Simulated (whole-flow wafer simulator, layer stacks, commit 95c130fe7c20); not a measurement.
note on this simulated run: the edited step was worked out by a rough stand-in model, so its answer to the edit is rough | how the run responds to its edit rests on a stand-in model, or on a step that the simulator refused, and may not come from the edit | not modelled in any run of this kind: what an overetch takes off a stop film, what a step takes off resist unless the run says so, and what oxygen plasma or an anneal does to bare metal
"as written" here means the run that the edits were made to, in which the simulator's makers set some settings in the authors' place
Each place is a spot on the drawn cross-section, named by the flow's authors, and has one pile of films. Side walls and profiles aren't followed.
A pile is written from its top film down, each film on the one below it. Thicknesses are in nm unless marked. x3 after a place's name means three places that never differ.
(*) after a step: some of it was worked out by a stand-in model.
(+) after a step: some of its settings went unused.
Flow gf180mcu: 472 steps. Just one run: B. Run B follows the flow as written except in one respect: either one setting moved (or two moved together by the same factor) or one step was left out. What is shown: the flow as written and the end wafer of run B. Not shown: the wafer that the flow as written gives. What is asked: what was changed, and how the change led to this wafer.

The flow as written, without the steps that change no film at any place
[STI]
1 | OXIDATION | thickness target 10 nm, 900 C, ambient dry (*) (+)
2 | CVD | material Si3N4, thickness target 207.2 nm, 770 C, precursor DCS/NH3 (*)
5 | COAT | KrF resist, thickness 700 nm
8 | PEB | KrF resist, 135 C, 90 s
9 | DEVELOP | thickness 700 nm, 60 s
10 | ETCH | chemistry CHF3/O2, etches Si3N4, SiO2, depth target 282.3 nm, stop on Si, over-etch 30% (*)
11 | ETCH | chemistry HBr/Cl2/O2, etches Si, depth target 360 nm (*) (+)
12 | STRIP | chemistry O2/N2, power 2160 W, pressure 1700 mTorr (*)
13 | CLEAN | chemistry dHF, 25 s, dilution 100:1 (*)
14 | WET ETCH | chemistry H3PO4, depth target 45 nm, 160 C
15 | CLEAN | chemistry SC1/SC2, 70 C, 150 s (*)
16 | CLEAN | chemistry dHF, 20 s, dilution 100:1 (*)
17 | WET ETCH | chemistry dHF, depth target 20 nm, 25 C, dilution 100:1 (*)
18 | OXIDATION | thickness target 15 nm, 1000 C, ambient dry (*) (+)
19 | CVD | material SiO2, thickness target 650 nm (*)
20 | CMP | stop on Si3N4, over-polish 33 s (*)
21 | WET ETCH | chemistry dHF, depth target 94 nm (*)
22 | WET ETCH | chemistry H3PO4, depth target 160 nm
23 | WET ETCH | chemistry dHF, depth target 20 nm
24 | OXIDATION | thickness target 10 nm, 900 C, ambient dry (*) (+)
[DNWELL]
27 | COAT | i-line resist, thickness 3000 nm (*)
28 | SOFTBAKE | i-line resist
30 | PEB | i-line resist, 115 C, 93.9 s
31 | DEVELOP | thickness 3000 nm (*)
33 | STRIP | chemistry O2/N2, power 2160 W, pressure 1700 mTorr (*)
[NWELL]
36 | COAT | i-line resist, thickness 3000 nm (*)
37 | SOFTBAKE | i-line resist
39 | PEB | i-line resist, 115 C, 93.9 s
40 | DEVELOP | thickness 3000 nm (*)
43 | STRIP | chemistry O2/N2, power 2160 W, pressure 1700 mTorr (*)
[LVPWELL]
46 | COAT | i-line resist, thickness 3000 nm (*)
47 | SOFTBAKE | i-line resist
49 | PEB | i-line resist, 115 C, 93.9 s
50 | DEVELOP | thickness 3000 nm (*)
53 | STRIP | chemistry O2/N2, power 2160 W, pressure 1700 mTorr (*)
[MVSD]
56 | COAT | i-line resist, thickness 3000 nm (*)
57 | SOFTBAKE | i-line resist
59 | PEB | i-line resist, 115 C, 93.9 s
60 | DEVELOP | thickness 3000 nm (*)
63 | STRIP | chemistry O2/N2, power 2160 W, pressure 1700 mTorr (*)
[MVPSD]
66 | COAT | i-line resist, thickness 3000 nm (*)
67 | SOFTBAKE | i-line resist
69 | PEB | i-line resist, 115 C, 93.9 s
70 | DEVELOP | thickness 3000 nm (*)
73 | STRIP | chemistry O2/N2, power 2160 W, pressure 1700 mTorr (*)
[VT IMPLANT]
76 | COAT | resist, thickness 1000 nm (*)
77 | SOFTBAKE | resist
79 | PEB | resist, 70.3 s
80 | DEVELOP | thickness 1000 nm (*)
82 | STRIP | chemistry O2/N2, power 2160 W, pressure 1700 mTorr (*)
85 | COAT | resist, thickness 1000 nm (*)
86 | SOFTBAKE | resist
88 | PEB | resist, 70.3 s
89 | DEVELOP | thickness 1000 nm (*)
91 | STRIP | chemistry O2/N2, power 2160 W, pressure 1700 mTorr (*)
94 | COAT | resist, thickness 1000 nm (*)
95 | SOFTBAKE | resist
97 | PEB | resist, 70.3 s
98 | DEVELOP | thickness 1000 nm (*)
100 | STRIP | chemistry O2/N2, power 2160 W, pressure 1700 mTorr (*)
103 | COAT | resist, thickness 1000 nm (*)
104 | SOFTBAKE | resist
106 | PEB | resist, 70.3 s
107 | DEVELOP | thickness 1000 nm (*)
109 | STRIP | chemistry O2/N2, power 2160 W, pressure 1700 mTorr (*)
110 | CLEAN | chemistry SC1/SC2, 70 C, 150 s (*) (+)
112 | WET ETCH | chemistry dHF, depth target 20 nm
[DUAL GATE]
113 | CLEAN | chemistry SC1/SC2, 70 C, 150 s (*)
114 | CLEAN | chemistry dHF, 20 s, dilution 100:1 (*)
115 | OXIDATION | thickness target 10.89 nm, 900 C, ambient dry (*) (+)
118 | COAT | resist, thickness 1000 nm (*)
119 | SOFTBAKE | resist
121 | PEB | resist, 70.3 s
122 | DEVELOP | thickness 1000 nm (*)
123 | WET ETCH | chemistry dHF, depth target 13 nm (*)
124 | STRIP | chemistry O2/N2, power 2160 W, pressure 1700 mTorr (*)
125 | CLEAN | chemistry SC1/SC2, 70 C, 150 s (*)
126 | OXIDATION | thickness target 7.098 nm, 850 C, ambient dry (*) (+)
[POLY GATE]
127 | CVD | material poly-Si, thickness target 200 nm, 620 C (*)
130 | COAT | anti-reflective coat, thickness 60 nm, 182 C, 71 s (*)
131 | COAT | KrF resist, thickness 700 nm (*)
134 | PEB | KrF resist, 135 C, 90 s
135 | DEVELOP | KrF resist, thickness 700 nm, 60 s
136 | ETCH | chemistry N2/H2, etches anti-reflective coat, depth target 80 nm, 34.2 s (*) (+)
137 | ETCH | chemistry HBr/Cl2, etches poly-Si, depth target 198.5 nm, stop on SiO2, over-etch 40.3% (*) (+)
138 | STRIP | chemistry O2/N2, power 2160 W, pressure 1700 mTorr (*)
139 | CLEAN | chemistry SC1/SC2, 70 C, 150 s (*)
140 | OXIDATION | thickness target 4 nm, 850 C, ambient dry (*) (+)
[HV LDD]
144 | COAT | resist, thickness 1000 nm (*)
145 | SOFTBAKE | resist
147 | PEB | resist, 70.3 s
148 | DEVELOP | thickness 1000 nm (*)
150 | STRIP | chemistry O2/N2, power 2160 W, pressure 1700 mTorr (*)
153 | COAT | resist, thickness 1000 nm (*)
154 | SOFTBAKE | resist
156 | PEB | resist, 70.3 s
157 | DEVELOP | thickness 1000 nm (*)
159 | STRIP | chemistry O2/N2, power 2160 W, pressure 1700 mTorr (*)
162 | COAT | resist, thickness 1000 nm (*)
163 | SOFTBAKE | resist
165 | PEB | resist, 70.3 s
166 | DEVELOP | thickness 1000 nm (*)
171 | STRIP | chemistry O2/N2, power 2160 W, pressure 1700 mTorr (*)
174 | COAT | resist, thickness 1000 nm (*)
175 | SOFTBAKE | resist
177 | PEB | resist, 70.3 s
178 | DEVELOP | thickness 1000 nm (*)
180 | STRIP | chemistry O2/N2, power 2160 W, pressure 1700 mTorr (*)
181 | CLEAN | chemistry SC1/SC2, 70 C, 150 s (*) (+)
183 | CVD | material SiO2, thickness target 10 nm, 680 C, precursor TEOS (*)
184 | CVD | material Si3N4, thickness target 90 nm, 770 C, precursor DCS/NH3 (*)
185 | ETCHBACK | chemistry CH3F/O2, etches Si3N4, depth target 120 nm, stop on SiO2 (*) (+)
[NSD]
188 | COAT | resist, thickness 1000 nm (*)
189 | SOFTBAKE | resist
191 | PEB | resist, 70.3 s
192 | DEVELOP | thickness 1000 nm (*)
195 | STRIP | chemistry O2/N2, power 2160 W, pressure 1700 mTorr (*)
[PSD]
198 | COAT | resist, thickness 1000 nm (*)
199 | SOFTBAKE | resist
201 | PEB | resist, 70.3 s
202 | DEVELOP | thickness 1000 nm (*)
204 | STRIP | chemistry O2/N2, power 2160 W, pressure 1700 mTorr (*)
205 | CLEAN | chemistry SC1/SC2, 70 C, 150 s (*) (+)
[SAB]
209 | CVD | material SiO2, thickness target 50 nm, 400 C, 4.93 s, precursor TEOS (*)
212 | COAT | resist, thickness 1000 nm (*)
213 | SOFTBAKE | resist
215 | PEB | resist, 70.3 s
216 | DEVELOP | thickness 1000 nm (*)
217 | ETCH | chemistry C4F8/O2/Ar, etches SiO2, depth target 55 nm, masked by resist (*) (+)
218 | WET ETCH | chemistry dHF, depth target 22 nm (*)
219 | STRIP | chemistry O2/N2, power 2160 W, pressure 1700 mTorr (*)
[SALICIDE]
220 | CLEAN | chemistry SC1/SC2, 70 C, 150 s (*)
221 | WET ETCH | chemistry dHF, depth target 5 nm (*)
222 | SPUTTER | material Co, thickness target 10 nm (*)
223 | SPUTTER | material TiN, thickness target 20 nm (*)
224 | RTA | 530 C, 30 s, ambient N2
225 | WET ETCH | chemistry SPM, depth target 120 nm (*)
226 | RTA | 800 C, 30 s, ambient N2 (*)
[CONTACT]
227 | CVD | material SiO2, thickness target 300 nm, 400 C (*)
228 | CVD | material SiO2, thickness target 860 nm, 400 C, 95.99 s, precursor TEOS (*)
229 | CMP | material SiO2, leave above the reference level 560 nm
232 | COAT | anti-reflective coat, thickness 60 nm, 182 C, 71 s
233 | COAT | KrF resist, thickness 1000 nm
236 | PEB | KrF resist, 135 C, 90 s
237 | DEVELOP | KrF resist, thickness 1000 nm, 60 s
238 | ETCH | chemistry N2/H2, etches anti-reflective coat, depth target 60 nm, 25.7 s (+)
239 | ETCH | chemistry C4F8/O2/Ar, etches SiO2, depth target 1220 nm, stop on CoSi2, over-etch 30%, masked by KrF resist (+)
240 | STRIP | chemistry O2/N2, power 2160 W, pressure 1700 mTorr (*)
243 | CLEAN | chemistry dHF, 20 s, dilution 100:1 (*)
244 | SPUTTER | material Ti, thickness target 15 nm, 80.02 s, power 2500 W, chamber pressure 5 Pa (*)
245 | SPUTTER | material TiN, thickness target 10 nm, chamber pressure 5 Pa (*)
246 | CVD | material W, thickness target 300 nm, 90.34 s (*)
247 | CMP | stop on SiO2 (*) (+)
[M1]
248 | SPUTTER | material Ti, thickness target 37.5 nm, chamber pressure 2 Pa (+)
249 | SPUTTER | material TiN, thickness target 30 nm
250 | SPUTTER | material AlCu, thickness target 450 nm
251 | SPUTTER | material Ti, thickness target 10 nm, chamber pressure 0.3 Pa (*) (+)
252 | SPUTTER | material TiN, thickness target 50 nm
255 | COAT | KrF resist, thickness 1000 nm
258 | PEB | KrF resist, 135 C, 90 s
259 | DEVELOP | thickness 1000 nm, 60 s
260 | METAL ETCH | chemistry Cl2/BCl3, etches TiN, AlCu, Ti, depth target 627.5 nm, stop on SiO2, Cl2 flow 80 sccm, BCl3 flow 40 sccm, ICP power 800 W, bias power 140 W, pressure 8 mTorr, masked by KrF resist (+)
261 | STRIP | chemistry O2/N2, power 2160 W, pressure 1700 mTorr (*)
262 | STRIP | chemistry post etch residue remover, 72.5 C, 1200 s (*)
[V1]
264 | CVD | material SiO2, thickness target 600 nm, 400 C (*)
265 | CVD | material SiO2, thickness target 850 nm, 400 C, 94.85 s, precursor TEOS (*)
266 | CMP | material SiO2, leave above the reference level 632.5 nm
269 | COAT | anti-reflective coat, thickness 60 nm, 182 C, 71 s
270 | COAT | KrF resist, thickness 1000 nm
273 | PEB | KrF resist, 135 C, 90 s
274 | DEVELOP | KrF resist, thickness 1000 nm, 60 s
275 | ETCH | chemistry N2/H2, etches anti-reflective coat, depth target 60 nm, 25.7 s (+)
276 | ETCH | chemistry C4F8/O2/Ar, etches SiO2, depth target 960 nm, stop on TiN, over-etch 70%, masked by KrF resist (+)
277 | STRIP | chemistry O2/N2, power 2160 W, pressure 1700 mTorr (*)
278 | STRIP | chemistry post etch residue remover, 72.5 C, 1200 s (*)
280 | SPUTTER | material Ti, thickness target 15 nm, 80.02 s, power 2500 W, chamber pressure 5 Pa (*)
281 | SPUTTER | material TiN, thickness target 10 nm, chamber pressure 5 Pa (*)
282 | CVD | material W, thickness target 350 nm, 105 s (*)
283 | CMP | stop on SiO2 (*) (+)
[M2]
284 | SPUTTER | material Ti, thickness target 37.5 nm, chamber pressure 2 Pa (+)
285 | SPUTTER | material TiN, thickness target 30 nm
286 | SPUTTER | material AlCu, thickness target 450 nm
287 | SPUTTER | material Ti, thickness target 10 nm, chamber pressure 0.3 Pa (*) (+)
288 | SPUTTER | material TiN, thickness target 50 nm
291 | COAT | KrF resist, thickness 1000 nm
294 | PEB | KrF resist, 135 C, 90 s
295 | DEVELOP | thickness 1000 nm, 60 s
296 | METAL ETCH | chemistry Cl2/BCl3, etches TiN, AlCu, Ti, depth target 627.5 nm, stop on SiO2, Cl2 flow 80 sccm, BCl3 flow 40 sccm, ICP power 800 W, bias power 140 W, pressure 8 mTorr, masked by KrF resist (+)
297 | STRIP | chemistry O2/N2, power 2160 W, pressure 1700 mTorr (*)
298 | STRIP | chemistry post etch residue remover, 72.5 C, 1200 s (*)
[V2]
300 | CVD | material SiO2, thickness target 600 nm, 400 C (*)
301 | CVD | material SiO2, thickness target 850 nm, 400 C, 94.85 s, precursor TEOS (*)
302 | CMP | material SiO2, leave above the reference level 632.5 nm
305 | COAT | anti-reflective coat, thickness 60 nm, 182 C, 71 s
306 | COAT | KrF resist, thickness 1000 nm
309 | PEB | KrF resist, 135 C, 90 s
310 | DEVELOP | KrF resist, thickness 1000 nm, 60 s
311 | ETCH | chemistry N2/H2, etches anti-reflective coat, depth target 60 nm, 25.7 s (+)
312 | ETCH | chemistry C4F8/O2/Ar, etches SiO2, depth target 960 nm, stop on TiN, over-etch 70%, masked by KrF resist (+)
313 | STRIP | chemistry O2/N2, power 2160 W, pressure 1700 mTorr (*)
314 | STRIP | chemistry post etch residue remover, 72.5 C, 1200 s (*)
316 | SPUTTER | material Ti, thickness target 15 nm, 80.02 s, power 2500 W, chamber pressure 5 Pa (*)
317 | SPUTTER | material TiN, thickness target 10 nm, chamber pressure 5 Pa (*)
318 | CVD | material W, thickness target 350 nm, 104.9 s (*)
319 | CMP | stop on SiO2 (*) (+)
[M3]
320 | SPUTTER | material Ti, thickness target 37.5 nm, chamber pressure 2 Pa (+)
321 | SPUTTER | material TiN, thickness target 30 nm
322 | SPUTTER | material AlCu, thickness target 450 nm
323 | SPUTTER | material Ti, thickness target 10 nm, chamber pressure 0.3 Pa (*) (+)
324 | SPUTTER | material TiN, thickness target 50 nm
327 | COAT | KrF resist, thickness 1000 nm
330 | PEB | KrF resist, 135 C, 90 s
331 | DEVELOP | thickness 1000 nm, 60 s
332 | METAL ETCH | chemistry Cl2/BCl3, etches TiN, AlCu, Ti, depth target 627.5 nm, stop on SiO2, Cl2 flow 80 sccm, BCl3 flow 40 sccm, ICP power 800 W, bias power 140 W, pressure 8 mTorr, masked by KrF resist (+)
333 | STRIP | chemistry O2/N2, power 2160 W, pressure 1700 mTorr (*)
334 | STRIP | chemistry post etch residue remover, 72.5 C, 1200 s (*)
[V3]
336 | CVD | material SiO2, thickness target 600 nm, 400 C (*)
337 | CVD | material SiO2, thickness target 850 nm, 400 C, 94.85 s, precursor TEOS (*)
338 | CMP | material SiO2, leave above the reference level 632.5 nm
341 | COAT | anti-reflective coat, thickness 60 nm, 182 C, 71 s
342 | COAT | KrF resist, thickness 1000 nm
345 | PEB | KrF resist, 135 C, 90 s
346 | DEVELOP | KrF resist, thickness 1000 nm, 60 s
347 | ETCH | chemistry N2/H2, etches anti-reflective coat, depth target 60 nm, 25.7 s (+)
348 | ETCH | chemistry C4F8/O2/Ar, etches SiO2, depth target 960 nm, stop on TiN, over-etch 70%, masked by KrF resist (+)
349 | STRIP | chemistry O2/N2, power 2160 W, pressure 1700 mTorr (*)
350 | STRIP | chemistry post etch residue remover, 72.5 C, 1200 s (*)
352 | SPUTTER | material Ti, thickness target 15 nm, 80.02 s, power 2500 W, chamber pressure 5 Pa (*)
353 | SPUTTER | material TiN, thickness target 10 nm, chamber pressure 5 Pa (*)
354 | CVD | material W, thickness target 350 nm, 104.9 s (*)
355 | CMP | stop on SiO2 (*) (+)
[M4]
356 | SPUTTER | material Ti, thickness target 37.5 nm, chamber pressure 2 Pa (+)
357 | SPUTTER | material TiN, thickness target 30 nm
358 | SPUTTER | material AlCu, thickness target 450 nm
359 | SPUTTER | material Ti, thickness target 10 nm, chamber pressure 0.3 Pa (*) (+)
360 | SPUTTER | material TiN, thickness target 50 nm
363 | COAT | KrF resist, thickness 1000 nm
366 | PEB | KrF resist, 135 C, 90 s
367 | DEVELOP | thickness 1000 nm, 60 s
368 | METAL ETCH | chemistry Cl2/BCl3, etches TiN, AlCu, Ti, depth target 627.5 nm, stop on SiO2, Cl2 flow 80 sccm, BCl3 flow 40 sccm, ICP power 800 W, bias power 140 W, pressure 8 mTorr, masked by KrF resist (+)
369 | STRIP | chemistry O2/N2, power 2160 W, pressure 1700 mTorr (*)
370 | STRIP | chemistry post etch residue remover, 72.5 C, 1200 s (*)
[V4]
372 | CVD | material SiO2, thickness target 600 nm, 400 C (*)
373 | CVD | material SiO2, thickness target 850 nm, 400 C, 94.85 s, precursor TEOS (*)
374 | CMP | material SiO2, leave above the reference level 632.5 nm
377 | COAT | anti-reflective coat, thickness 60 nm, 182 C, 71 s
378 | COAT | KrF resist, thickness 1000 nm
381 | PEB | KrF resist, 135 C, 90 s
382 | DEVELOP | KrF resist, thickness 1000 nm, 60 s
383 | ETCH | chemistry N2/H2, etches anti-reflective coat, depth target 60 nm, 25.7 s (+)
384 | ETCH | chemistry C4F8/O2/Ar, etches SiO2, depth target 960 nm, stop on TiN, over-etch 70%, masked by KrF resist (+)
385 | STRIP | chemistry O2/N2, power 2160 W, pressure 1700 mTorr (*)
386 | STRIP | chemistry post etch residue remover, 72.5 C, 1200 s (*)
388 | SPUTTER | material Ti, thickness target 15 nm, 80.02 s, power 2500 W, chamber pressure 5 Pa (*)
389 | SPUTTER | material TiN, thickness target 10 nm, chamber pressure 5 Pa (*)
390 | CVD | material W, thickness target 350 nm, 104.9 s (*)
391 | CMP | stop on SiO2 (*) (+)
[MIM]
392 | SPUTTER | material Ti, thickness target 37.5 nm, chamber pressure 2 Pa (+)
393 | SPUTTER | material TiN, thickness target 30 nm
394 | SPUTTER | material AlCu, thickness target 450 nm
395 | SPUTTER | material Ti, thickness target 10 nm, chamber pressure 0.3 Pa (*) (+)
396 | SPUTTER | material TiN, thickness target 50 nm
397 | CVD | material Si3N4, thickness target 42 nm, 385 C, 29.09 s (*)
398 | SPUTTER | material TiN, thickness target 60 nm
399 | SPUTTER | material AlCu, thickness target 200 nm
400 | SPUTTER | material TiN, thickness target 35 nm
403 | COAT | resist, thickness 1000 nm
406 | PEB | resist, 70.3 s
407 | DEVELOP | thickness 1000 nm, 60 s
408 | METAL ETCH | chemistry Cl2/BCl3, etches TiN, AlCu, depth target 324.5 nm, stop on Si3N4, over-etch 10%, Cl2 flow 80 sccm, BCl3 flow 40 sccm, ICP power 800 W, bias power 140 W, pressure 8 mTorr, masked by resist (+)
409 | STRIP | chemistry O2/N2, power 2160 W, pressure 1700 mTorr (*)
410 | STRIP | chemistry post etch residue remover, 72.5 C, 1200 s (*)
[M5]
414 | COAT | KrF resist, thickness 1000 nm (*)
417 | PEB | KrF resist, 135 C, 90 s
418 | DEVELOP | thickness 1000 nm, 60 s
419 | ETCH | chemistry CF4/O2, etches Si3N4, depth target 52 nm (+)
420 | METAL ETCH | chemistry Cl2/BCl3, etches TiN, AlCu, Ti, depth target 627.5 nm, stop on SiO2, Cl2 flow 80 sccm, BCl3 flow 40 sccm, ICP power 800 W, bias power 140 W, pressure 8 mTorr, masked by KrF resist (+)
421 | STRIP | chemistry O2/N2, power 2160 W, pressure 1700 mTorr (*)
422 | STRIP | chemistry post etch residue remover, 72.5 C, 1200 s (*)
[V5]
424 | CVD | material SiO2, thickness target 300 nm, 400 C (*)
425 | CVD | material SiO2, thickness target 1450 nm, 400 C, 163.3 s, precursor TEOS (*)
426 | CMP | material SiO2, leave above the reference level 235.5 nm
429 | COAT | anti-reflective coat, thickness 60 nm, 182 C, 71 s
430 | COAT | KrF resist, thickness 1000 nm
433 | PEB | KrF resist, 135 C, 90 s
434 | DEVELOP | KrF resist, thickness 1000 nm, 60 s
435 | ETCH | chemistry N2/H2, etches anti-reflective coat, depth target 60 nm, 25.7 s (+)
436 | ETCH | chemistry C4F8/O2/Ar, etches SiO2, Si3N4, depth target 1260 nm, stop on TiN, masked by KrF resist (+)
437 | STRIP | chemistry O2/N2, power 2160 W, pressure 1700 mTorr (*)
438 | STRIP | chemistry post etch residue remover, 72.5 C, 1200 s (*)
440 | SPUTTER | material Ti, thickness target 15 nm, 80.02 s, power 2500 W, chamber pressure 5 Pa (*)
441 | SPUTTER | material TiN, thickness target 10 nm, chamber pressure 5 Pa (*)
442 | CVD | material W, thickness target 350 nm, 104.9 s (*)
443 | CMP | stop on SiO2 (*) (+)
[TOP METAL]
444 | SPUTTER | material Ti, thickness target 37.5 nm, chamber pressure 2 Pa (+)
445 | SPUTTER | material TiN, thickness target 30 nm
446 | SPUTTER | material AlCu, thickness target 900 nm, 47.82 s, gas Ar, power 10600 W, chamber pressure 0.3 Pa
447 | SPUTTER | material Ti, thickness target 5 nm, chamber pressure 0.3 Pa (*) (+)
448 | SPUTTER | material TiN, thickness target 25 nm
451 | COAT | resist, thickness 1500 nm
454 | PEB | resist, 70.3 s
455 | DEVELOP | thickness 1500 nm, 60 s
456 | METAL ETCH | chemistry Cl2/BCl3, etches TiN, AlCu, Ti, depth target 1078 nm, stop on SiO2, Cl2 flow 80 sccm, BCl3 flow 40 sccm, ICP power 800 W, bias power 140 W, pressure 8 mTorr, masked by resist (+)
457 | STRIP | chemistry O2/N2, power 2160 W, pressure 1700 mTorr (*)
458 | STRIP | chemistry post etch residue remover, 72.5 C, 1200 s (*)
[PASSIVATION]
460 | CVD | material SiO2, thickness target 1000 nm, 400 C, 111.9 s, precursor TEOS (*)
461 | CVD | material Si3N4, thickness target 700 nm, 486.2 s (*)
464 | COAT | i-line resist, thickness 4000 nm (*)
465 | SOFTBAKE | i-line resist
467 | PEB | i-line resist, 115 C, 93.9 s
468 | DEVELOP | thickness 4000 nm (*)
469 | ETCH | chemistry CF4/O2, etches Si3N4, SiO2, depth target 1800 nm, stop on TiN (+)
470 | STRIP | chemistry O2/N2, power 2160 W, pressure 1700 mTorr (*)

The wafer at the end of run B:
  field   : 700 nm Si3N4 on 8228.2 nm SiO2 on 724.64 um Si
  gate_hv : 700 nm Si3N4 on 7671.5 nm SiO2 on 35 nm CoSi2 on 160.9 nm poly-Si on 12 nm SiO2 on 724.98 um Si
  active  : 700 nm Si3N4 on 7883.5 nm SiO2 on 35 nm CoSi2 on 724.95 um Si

The reason: step 126, OXIDATION: thickness target 4.33 nm was run, though the flow has thickness target 7.098 nm.

Step by step, how the change led to this:
  126 | OXIDATION | thickness target 7.098 nm, 850 C, ambient dry (*) (+)
      gate_hv, active_hv, active_nat and 25 more: SiO2 gains 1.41, Si loses 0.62 (it would be, as written: SiO2 gains 3.72, Si loses 1.64)
      active, n_well, p_well and 12 more: SiO2 gains 4.33 (new film), chemical SiO2 loses 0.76 (all of it), Si loses 1.57 (it would be, as written: SiO2 gains 7.1 (new film), chemical SiO2 loses 0.76 (all of it), Si loses 2.79)
  189 | SOFTBAKE | resist
      field__w9: resist loses 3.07 (it would be, as written: resist gains 6.92)
      active_hv: resist loses 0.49 (it would be, as written: resist gains 2.68)
      (also at 1 further place)
  199 | SOFTBAKE | resist
      field__w9: resist loses 3.07 (it would be, as written: resist gains 6.92)
      active_hv: resist loses 0.49 (it would be, as written: resist gains 2.68)
      (also at 1 further place)
  218 | WET ETCH | chemistry dHF, depth target 22 nm (*)
      active, p_well, sd_n, iso_ptap_pw, iso_ntap_nw, iso_ptap_sub, vpnp_e: SiO2 loses 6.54 (all of it) (it would be, as written: SiO2 loses 9.01 (all of it))
      ldn_tap, ldn_src, ldn_drn, ldp_tap, ldp_src, ldp_drn, ldp_gr: SiO2 loses 13.8 (all of it) (it would be, as written: SiO2 loses 16 (all of it))
      (also at 9 further places)
  223 | SPUTTER | material TiN, thickness target 20 nm (*)
      field__w12: TiN gains 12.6 (new film) (it would be, as written: TiN gains 12 (new film))
  225 | WET ETCH | chemistry SPM, depth target 120 nm (*)
      field__w12: TiN loses 12.6 (all of it), Co loses 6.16 (all of it) (it would be, as written: TiN loses 12 (all of it), Co loses 6.15 (all of it))
